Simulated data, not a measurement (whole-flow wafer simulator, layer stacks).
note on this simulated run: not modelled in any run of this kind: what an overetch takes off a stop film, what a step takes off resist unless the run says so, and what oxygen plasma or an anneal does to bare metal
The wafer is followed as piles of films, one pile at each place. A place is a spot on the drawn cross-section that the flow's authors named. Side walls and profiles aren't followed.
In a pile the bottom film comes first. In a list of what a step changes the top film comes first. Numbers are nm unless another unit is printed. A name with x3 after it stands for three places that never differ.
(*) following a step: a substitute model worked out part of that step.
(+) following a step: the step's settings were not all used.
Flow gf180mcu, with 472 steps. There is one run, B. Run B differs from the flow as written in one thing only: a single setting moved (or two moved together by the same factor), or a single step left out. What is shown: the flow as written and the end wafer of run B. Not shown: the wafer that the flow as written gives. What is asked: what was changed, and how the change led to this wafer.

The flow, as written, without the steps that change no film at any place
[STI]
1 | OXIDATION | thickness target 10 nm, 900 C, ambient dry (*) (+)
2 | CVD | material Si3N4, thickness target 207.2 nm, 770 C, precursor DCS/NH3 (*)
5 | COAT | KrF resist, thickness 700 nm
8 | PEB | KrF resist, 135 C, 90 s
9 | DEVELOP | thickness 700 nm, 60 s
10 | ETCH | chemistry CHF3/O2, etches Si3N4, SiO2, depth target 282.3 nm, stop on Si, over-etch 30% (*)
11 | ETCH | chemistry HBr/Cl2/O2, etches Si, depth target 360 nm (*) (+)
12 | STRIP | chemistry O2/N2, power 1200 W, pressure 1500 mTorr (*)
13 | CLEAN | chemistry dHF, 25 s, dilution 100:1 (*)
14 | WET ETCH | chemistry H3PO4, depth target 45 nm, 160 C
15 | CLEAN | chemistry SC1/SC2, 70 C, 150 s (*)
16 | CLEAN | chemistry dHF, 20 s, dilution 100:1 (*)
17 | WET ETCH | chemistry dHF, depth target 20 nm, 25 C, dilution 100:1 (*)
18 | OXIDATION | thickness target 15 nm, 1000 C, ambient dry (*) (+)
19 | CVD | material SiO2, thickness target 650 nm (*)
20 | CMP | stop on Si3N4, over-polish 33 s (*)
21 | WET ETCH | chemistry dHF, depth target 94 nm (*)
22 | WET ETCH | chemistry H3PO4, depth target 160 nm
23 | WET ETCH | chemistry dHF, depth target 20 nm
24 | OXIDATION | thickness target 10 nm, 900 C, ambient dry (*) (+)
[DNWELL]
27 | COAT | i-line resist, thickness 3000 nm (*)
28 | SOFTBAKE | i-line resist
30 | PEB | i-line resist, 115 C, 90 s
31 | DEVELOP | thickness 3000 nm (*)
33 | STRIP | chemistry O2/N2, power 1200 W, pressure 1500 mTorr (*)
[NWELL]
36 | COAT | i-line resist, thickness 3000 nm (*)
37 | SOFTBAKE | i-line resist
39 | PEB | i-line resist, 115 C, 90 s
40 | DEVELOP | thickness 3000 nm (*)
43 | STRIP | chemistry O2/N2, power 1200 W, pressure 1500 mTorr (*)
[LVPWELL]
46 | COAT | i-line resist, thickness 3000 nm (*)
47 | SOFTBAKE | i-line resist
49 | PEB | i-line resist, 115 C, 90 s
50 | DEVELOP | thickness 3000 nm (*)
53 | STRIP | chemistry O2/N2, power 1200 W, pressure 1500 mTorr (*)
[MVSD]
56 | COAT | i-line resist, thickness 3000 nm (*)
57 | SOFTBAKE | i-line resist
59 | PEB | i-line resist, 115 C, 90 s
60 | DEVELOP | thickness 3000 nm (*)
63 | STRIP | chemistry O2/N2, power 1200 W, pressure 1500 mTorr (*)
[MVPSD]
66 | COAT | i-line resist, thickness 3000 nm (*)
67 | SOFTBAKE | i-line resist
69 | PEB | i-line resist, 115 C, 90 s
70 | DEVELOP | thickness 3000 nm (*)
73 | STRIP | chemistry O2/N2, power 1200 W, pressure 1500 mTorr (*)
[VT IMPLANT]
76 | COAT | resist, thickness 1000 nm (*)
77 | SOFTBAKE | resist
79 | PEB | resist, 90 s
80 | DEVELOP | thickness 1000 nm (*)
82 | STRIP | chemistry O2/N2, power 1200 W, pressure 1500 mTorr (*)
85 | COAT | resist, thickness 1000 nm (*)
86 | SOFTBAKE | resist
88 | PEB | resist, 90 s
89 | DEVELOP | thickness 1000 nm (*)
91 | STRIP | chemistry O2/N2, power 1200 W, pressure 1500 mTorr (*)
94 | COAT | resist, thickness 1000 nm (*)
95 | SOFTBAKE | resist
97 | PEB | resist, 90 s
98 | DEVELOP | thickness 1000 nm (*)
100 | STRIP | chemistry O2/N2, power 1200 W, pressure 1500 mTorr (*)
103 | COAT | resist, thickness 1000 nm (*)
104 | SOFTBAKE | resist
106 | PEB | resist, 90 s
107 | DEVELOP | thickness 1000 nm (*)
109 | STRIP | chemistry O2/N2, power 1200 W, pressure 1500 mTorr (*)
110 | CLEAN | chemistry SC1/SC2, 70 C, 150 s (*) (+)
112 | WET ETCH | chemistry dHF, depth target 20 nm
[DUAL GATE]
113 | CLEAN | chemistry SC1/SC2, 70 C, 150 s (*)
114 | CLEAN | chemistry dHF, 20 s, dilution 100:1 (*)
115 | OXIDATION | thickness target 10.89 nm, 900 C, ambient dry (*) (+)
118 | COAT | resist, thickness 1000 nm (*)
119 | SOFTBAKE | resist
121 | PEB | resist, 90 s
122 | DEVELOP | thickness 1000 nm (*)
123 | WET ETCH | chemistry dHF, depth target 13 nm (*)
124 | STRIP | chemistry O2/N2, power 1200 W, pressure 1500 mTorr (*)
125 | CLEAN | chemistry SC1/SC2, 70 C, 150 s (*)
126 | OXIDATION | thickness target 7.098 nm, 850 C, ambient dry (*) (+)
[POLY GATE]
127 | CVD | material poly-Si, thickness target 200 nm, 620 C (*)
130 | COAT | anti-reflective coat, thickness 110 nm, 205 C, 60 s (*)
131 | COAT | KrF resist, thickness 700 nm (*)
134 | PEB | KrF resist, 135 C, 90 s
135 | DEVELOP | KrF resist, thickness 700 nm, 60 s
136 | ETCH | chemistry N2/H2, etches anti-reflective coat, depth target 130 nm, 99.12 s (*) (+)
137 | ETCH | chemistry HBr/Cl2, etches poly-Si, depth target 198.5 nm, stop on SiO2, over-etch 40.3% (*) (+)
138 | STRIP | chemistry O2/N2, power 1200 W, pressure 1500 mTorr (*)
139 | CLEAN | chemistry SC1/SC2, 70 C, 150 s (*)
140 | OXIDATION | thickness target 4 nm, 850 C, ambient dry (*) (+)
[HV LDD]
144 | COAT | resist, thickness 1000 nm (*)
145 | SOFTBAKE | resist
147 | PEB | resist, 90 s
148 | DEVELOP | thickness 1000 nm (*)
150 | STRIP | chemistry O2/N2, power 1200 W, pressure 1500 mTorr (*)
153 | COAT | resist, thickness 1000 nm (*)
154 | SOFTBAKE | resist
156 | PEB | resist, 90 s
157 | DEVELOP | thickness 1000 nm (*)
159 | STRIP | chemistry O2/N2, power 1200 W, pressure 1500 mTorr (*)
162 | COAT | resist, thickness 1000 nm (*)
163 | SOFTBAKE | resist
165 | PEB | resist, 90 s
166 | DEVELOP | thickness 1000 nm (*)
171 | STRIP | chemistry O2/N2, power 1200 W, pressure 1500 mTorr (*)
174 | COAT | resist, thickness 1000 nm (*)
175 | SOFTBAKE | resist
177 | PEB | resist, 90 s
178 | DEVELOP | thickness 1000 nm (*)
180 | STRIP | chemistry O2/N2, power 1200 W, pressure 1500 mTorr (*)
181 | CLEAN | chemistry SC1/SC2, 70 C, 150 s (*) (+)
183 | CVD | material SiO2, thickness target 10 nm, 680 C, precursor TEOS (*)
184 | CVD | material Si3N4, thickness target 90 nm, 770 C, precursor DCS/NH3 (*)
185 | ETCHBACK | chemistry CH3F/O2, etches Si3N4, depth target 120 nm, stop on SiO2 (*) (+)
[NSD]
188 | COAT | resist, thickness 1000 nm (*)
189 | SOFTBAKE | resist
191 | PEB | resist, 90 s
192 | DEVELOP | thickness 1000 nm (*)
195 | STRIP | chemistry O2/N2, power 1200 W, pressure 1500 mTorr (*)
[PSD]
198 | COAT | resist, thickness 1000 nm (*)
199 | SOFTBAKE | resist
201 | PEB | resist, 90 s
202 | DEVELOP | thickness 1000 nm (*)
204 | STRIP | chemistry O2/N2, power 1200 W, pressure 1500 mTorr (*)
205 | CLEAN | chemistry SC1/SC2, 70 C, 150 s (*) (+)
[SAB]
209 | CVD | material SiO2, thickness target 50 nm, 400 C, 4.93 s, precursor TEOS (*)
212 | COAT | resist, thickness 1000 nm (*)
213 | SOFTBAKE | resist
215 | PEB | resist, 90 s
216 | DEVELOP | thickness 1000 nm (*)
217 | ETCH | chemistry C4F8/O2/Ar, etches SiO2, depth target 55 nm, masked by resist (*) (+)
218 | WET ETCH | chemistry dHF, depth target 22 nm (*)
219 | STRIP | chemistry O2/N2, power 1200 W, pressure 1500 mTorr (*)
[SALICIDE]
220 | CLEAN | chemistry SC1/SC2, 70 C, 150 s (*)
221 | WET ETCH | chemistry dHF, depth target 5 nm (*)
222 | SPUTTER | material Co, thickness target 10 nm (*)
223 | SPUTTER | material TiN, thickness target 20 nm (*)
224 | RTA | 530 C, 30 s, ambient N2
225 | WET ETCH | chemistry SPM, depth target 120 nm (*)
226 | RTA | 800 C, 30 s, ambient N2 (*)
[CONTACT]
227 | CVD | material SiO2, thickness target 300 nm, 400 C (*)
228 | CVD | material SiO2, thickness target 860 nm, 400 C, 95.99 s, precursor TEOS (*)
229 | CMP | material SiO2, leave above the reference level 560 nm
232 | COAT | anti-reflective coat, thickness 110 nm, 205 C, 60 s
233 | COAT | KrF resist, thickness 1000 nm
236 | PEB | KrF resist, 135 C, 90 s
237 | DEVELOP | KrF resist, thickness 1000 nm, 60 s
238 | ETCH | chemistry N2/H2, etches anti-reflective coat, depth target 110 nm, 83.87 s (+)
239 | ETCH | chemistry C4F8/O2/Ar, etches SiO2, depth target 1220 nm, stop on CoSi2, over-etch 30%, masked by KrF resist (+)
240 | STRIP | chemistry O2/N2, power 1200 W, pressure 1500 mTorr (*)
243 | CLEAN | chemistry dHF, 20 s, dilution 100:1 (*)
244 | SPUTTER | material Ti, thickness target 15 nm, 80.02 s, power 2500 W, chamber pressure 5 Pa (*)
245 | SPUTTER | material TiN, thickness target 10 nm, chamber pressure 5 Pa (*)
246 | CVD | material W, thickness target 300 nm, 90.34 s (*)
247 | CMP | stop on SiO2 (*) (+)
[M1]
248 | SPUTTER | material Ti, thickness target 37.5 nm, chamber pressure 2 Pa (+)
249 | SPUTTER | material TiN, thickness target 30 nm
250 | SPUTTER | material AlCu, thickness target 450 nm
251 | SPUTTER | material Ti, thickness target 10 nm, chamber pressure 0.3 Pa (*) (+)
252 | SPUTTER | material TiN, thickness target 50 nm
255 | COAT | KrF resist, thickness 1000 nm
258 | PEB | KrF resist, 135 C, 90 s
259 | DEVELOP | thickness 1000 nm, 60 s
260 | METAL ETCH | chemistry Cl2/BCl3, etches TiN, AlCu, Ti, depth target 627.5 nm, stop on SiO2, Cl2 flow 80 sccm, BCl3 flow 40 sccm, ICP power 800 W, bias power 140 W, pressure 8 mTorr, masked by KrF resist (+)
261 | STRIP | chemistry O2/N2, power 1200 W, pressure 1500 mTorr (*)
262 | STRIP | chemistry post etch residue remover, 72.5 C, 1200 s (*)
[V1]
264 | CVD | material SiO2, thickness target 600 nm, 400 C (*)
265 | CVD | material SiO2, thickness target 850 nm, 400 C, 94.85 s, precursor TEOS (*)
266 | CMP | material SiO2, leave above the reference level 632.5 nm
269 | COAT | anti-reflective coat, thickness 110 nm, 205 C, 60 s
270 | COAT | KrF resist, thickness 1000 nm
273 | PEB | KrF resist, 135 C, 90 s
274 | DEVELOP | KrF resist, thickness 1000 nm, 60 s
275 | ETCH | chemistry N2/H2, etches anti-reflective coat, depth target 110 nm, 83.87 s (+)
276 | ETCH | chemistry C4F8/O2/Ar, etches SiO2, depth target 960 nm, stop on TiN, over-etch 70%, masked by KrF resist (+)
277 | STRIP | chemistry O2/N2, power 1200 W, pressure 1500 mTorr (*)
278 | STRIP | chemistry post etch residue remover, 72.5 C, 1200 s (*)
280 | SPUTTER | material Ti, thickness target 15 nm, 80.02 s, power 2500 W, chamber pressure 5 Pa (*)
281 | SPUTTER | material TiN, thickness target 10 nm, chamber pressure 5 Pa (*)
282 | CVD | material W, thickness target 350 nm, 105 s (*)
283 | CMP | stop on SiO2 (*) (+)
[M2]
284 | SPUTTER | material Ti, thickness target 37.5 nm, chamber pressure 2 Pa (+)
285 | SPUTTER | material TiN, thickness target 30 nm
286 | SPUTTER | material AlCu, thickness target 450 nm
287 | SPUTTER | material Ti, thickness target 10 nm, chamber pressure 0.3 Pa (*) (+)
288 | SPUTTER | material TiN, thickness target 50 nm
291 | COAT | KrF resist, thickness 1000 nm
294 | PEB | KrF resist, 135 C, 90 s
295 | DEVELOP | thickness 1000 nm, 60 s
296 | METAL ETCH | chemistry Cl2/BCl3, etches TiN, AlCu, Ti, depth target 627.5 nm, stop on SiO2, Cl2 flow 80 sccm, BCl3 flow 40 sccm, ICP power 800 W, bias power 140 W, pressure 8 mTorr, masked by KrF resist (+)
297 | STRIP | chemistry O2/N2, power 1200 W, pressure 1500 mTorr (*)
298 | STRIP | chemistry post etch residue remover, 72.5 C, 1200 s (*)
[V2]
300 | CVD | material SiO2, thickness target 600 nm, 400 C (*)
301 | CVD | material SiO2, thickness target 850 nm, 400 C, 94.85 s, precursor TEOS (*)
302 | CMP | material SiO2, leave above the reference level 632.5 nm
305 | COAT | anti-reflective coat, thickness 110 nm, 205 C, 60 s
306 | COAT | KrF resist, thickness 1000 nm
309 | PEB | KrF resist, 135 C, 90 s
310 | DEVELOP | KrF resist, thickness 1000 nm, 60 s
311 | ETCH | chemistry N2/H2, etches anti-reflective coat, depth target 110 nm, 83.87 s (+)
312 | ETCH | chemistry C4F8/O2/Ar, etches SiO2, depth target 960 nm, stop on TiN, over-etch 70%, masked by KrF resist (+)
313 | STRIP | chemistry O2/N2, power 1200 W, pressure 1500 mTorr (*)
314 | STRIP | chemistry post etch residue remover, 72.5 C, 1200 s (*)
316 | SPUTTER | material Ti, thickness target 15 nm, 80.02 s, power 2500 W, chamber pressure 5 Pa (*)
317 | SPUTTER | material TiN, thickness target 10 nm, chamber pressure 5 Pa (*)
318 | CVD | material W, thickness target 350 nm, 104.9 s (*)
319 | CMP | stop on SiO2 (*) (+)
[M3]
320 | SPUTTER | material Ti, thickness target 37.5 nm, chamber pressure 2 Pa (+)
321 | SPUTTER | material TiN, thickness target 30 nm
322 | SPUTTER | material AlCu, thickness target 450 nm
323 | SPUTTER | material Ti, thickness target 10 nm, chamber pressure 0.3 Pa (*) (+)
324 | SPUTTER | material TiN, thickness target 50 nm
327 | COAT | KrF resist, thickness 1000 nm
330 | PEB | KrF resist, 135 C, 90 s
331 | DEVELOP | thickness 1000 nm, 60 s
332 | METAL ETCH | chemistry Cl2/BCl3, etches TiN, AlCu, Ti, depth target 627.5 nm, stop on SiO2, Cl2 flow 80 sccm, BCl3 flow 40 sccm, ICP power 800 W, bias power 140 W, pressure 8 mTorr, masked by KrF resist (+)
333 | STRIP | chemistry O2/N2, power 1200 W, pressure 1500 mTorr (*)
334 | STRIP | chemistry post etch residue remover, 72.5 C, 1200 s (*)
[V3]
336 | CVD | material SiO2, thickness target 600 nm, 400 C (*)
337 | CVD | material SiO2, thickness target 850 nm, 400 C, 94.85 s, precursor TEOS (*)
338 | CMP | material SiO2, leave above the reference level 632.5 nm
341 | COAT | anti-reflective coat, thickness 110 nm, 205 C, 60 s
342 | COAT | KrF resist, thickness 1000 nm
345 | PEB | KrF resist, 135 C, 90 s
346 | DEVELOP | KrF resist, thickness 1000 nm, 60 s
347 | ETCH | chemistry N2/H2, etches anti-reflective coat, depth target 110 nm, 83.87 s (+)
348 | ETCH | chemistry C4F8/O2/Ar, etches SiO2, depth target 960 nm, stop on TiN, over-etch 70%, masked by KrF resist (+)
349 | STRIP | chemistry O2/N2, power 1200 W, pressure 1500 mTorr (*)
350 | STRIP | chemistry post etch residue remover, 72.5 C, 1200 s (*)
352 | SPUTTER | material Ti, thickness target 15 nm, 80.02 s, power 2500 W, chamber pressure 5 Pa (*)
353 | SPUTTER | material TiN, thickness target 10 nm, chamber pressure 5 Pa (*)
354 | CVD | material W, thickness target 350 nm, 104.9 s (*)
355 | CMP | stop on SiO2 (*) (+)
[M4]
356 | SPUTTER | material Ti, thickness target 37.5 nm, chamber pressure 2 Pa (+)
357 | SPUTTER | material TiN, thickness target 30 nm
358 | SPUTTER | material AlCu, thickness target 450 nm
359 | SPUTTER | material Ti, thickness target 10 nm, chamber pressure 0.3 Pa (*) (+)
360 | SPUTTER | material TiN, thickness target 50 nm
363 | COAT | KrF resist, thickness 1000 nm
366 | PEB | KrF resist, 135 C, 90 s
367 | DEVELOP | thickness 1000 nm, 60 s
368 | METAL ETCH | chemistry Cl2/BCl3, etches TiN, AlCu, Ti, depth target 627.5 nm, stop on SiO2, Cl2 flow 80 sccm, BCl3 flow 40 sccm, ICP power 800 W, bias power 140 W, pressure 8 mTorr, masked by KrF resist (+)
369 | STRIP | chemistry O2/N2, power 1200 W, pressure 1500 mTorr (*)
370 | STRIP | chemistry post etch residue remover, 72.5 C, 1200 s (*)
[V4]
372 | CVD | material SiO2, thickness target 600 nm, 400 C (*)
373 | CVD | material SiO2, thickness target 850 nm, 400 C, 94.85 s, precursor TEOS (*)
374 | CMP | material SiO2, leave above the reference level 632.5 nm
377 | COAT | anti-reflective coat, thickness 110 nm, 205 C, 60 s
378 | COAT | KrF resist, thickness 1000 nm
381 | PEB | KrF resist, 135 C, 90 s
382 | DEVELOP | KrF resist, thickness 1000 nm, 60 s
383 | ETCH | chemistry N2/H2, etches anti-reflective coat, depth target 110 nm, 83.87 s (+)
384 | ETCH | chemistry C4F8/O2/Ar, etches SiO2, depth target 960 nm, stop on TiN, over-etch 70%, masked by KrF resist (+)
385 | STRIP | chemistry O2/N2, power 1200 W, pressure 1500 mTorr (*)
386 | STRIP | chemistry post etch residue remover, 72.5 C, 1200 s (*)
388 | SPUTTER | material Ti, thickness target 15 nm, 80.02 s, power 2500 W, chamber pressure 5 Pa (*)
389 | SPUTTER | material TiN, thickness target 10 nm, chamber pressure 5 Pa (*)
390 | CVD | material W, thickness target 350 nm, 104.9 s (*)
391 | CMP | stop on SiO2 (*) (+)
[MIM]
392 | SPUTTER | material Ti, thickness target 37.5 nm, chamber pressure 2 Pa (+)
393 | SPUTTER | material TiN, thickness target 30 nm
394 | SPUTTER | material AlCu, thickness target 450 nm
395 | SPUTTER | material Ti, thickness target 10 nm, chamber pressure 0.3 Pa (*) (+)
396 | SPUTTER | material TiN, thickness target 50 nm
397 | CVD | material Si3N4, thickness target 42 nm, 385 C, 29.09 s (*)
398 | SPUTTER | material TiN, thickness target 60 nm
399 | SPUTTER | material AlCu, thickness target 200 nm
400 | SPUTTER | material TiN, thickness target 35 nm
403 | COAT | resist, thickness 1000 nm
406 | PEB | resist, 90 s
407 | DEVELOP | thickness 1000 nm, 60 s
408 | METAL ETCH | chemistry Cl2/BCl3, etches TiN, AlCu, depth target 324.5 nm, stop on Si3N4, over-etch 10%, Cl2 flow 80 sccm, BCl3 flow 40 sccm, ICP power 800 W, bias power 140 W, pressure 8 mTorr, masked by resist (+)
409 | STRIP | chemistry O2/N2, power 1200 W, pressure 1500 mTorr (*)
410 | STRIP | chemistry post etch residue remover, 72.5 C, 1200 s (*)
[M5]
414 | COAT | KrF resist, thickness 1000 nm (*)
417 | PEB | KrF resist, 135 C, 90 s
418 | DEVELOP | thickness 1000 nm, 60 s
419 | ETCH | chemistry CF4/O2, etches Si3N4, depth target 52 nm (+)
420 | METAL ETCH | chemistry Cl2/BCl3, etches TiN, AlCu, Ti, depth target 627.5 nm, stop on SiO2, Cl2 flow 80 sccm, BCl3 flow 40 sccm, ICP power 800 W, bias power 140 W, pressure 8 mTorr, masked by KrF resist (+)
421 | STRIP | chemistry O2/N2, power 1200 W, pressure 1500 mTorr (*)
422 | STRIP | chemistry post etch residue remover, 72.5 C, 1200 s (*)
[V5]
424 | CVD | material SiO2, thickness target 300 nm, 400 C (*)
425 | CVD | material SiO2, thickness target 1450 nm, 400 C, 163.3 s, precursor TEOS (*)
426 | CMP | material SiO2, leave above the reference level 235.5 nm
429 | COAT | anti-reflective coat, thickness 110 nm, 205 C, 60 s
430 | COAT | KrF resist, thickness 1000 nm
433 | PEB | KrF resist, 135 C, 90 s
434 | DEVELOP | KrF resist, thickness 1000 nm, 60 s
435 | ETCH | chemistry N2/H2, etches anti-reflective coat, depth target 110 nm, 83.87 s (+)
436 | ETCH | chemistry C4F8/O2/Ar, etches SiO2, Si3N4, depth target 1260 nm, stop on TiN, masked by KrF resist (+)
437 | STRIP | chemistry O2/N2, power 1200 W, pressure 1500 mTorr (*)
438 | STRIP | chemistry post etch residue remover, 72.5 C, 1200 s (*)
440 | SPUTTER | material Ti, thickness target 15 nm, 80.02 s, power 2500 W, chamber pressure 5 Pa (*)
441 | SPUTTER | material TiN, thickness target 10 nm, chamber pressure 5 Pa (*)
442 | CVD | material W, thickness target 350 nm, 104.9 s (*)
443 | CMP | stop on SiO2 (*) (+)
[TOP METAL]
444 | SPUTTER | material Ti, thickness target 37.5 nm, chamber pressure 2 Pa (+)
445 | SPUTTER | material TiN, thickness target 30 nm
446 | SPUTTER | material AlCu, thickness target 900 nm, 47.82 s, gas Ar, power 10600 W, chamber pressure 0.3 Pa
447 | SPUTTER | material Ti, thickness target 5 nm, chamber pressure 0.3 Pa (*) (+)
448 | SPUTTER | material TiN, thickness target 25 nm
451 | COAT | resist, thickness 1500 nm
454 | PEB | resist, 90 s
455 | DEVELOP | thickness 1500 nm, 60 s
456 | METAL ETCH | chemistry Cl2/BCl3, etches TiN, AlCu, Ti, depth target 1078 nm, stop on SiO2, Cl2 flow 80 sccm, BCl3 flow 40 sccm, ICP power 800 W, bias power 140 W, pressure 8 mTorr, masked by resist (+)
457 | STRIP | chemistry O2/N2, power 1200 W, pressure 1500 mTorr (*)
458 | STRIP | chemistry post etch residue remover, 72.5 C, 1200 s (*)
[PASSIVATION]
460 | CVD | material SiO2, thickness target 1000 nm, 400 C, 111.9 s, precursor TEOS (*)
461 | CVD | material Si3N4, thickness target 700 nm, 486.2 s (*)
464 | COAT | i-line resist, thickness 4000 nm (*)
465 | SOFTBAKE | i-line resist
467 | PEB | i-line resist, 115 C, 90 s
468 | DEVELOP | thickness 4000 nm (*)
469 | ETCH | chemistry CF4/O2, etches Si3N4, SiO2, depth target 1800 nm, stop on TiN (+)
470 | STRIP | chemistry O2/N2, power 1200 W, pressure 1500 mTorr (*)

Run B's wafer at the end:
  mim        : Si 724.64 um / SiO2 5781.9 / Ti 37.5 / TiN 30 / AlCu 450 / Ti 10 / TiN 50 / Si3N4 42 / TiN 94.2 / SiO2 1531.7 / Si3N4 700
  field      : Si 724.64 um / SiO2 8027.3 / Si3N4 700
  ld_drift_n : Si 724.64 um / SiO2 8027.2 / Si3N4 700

The reason: step 399, SPUTTER: material AlCu, thickness target 200 nm, was not run.

The path from the change to this, step by step:
  400 | SPUTTER | material TiN, thickness target 35 nm
      field, field__w1, field__w2 and 108 more: +35 TiN (in the flow as written it would be: +35 TiN (new film))
  408 | METAL ETCH | chemistry Cl2/BCl3, etches TiN, AlCu, depth target 324.5 nm, stop on Si3N4, over-etch 10%, Cl2 flow 80 sccm, BCl3 flow 40 sccm, ICP power 800 W, bias power 140 W, pressure 8 mTorr, masked by resist (+)
      field, field__w1, field__w2 and 107 more: -95 TiN (all of it) (in the flow as written it would be: -35 TiN (all of it), -200 AlCu (all of it), -60 TiN (all of it))
      mim: -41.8 resist (in the flow as written it would be: -129.8 resist)
  409 | STRIP | chemistry O2/N2, power 1200 W, pressure 1500 mTorr (*)
      mim: -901 resist (all of it) (in the flow as written it would be: -813 resist (all of it))
  414 | COAT | KrF resist, thickness 1000 nm (*)
      field__w4: +1011.9 KrF resist (new film) (in the flow as written it would be: +1043.2 KrF resist (new film))
      field__w11: +1014.6 KrF resist (new film) (in the flow as written it would be: +1054 KrF resist (new film))
      (as well as at 4 more places)
  417 | PEB | KrF resist, 135 C, 90 s
      field__w11: -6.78 KrF resist (in the flow as written it would be: -7.3 KrF resist)
      mim: -5.71 KrF resist (in the flow as written it would be: -4.19 KrF resist)
  418 | DEVELOP | thickness 1000 nm, 60 s
      field__w11: -1007.8 KrF resist (all of it) (in the flow as written it would be: -1046.7 KrF resist (all of it))
      field__w13: -1006.3 KrF resist (all of it) (in the flow as written it would be: -1041.1 KrF resist (all of it))
      (as well as at 2 more places)
  421 | STRIP | chemistry O2/N2, power 1200 W, pressure 1500 mTorr (*)
      field__w4: -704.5 KrF resist (all of it) (in the flow as written it would be: -735.7 KrF resist (all of it))
      mim: -614.5 KrF resist (all of it) (in the flow as written it would be: -458.9 KrF resist (all of it))
  426 | CMP | material SiO2, leave above the reference level 235.5 nm
      field, field__w1, field__w5 and 92 more: -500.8 SiO2 (in the flow as written it would be: -300.8 SiO2)
      field__w2, field__w3, field__w12 and 6 more: -472.7 SiO2 (in the flow as written it would be: -272.7 SiO2)
      (as well as at 7 more places)
  436 | ETCH | chemistry C4F8/O2/Ar, etches SiO2, Si3N4, depth target 1260 nm, stop on TiN, masked by KrF resist (+)
      field, field__w1, field__w2 and 108 more: -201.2 KrF resist (in the flow as written it would be: -252 KrF resist)
      contact: -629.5 SiO2 (all of it), -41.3 Si3N4 (all of it) (in the flow as written it would be: -829.5 SiO2 (all of it), -41.3 Si3N4 (all of it))
  437 | STRIP | chemistry O2/N2, power 1200 W, pressure 1500 mTorr (*)
      field, field__w1, field__w2 and 108 more: -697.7 KrF resist (all of it), -110 anti-reflective coat (all of it) (in the flow as written it would be: -646.9 KrF resist (all of it), -110 anti-reflective coat (all of it))
  440 | SPUTTER | material Ti, thickness target 15 nm, 80.02 s, power 2500 W, chamber pressure 5 Pa (*)
      contact: +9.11 Ti (new film) (in the flow as written it would be: +8.12 Ti (new film))
  441 | SPUTTER | material TiN, thickness target 10 nm, chamber pressure 5 Pa (*)
      contact: +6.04 TiN (new film) (in the flow as written it would be: +5.38 TiN (new film))
  442 | CVD | material W, thickness target 350 nm, 104.9 s (*)
      contact: +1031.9 W (new film) (in the flow as written it would be: +1233.6 W (new film))
